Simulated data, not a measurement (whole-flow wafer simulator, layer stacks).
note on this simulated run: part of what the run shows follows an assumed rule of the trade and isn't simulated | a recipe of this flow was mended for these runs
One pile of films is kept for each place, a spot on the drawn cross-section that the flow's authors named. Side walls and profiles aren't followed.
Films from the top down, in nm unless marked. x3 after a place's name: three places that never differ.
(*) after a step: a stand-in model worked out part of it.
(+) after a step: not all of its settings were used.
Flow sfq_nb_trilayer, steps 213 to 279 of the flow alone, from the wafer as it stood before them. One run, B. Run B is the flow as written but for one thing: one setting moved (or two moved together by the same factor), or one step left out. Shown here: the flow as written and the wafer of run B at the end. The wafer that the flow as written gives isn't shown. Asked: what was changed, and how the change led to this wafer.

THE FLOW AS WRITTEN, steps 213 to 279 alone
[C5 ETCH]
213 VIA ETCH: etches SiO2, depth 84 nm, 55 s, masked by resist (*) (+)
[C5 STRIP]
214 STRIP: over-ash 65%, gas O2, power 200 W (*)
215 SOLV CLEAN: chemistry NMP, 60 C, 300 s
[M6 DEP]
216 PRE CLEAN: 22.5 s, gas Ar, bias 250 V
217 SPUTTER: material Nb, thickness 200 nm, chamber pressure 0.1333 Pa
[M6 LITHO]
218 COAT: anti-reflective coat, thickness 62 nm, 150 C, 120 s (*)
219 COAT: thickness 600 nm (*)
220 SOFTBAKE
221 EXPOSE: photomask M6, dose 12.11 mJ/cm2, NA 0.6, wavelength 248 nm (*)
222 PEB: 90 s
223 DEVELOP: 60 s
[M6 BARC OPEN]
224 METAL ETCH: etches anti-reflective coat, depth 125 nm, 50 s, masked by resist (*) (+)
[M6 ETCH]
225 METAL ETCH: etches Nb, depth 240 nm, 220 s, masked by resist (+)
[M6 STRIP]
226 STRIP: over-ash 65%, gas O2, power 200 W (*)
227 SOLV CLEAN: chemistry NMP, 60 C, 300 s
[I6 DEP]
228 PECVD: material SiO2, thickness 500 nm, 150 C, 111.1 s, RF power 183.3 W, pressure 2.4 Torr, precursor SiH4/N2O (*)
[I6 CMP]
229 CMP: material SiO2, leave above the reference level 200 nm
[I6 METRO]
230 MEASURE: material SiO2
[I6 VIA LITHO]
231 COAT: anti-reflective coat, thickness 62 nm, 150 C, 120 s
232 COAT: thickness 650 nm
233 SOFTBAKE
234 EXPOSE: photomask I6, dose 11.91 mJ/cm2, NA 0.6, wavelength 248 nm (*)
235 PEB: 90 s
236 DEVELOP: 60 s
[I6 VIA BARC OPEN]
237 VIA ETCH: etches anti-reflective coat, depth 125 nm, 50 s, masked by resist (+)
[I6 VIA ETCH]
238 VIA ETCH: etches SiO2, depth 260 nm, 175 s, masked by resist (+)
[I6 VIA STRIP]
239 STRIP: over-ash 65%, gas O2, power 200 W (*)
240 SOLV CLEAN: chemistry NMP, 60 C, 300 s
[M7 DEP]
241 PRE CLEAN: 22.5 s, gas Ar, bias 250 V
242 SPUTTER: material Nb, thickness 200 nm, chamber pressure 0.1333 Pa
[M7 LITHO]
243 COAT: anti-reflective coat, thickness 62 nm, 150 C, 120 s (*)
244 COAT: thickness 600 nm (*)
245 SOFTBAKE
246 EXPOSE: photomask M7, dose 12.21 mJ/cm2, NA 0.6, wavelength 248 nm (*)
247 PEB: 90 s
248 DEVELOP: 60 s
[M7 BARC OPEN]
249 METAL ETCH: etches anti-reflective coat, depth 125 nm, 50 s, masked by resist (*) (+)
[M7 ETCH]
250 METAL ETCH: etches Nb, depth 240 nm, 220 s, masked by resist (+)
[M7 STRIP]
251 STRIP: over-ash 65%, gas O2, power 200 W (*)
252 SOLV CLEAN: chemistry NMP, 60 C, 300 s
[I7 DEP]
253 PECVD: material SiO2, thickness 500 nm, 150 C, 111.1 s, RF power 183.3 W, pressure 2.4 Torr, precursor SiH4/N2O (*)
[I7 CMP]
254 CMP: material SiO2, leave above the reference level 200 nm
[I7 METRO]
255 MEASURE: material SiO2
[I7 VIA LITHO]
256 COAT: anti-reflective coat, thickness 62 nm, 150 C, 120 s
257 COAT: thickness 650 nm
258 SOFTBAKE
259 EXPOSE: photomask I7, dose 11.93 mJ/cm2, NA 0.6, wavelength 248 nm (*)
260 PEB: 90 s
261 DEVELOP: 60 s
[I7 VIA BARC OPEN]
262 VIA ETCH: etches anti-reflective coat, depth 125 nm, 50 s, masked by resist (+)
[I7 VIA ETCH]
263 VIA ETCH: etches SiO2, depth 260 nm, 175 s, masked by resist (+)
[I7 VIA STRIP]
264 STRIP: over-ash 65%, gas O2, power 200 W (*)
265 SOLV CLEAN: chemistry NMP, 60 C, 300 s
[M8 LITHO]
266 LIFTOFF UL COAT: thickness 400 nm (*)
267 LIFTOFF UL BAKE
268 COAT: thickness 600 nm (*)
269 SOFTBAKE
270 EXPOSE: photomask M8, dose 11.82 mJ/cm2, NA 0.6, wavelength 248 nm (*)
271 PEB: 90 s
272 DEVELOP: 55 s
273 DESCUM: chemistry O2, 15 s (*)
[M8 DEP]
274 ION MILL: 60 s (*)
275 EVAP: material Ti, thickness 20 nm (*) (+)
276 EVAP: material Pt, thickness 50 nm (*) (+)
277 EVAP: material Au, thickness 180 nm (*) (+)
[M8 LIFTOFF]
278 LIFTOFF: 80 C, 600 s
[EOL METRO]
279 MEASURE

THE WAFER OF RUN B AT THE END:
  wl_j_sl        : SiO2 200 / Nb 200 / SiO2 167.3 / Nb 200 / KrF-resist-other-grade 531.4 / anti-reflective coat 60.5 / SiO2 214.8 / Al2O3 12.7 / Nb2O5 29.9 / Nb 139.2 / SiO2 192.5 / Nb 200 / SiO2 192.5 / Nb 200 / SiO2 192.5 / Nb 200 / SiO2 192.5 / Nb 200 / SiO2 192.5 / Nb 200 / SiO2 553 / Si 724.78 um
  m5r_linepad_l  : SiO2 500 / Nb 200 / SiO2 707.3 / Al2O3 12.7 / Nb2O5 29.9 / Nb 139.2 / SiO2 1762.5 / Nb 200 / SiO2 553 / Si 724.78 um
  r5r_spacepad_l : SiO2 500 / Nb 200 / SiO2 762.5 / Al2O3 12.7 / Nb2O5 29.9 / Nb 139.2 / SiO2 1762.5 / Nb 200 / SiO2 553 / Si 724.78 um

The cause: step 214, STRIP: over-ash 65%, gas O2, power 200 W (*), was left out.

How the change led to this, step by step:
  216 PRE CLEAN: 22.5 s, gas Ar, bias 250 V
      field_l, v_sur, via_wl and 100 more: KrF-resist-other-grade -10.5 (as written it would be: SiO2 -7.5)
      be: KrF-resist-other-grade -10.5 (as written it would be: Nb -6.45)
  217 SPUTTER: material Nb, thickness 200 nm, chamber pressure 0.1333 Pa
      be: Nb +200 (new film) (as written it would be: Nb +145.8)
      c5j: Nb +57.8 (as written it would be: Nb +188.4)
      (and at 1 more place)
  218 COAT: anti-reflective coat, thickness 62 nm, 150 C, 120 s (*)
      m0r_space_l, m0r_space_r, m6r_space_l, m6r_space_r, m7r_space_l, m7r_space_r: anti-reflective coat +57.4 (new film) (as written it would be: anti-reflective coat +62 (new film))
      p4_fl, m0r_line_r, m6r_line_r, m7r_line_r: anti-reflective coat +59.7 (new film) (as written it would be: anti-reflective coat +62 (new film))
      (and at 44 more places)
  219 COAT: thickness 600 nm (*)
      via_v: KrF-resist-other-grade +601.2 (new film) (as written it would be: KrF-resist-other-grade +584.1 (new film))
      be: KrF-resist-other-grade +606.8 (new film) (as written it would be: KrF-resist-other-grade +795.2 (new film))
      (and at 10 more places)
  222 PEB: 90 s
      c5j: KrF-resist-other-grade -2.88 (as written it would be: KrF-resist-other-grade -1.28)
      res: KrF-resist-other-grade -2.66 (as written it would be: KrF-resist-other-grade -1.23)
  223 DEVELOP: 60 s
      moat: KrF-resist-other-grade -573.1 (all of it) (as written it would be: KrF-resist-other-grade -596 (all of it))
      field_r: KrF-resist-other-grade -580.8 (all of it) (as written it would be: KrF-resist-other-grade -599.2 (all of it))
  224 METAL ETCH: etches anti-reflective coat, depth 125 nm, 50 s, masked by resist (*) (+)
      m0r_space_l, m0r_space_r, m6r_space_l, m6r_space_r, m7r_space_l, m7r_space_r: anti-reflective coat -57.4 (all of it) (as written it would be: anti-reflective coat -62 (all of it))
      p4_fl, m0r_line_r, m7r_line_r: anti-reflective coat -59.7 (all of it) (as written it would be: anti-reflective coat -62 (all of it))
      (and at 24 more places)
  225 METAL ETCH: etches Nb, depth 240 nm, 220 s, masked by resist (+)
      field_l, gap, moat and 76 more: Nb -200 (all of it), KrF-resist-other-grade -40 (as written it would be: Nb -200 (all of it), SiO2 -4)
  226 STRIP: over-ash 65%, gas O2, power 200 W (*)
      p4_fl, p4_fm, p4_w1 and 42 more: KrF-resist-other-grade -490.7 (all of it), anti-reflective coat -62 (all of it) (as written it would be: nothing)
      wl_b_sl, wl_b_m5, wl_b_sr and 12 more: KrF-resist-other-grade -490.6 (all of it), anti-reflective coat -62 (all of it) (as written it would be: nothing)
      (and at 40 more places)
  228 PECVD: material SiO2, thickness 500 nm, 150 C, 111.1 s, RF power 183.3 W, pressure 2.4 Torr, precursor SiH4/N2O (*)
      c5j: SiO2 +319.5 (new film), void +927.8 (new film), SiO2 +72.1 (new film) (as written it would be: SiO2 +514.7 (new film))
      res: SiO2 +224.1 (new film), void +857.1 (new film), SiO2 +166.6 (new film) (as written it would be: SiO2 +500 (new film))
      (and at 13 more places)
  229 CMP: material SiO2, leave above the reference level 200 nm
      field_l, p4_fl, p4_fm and 59 more: nothing (as written it would be: SiO2 -96)
      moat, field_r, lsp_l, ln_m5, lsp_m: nothing (as written it would be: SiO2 -89.5)
      (and at 36 more places)
  231 COAT: anti-reflective coat, thickness 62 nm, 150 C, 120 s
      jj_sur, ce_l, ce_r, r_sur: anti-reflective coat +3 (new film) (as written it would be: anti-reflective coat +62 (new film))
      m0r_line_l, m0r_line_r, m7r_line_l, m7r_line_r: anti-reflective coat +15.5 (new film) (as written it would be: anti-reflective coat +62 (new film))
      (and at 97 more places)
  232 COAT: thickness 650 nm
      m0r_line_l, m0r_line_r, m7r_line_l, m7r_line_r: KrF-resist-other-grade +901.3 (new film) (as written it would be: KrF-resist-other-grade +650 (new film))
      m0r_space_l, m0r_space_r, m7r_space_l, m7r_space_r: KrF-resist-other-grade +771.2 (new film) (as written it would be: KrF-resist-other-grade +650 (new film))
      (and at 89 more places)
  235 PEB: 90 s
      m0r_line_l, m0r_line_r, m7r_line_l, m7r_line_r: KrF-resist-other-grade -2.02 (as written it would be: KrF-resist-other-grade -1.38)
      m5r_linepad_l, m5r_linepad_r: KrF-resist-other-grade -0.86 (as written it would be: KrF-resist-other-grade -1.38)
      (and at 5 more places)
  236 DEVELOP: 60 s
      via_v: KrF-resist-other-grade -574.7 (all of it) (as written it would be: KrF-resist-other-grade -648.6 (all of it))
  237 VIA ETCH: etches anti-reflective coat, depth 125 nm, 50 s, masked by resist (+)
      via_v: anti-reflective coat -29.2 (all of it), SiO2 -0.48 (as written it would be: anti-reflective coat -62 (all of it), SiO2 -0.31)
  ... 21 more steps ...
  278 LIFTOFF: 80 C, 600 s
      m0r_space_l, m0r_space_r: Au -180 (all of it), Pt -50 (all of it), Ti -20 (all of it), KrF-resist-other-grade -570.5 (all of it), lift-off-underlayer -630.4 (all of it) (as written it would be: Au -180 (all of it), Pt -50 (all of it), Ti -20 (all of it), KrF-resist-other-grade -562.7 (all of it), lift-off-underlayer -400 (all of it))
      m5r_line_l, m5r_line_r: Au -180 (all of it), Pt -50 (all of it), Ti -20 (all of it), KrF-resist-other-grade -598.5 (all of it), lift-off-underlayer -447.8 (all of it) (as written it would be: Au -180 (all of it), Pt -50 (all of it), Ti -20 (all of it), KrF-resist-other-grade -562.7 (all of it), lift-off-underlayer -400 (all of it))
      (and at 85 more places)
Counting metal films that touch as one body, m5r_linepad_l has 3 bodies (between them, from the top down: SiO2 707.3 / Al2O3 12.7 / Nb2O5 29.9; SiO2 1762.5); the flow as written gives 2 bodies (between them, from the top down: SiO2 1762.5).
Counting metal films that touch as one body, r5r_spacepad_l has 3 bodies (between them, from the top down: SiO2 762.5 / Al2O3 12.7 / Nb2O5 29.9; SiO2 1762.5); the flow as written gives 2 bodies (between them, from the top down: SiO2 1762.5).
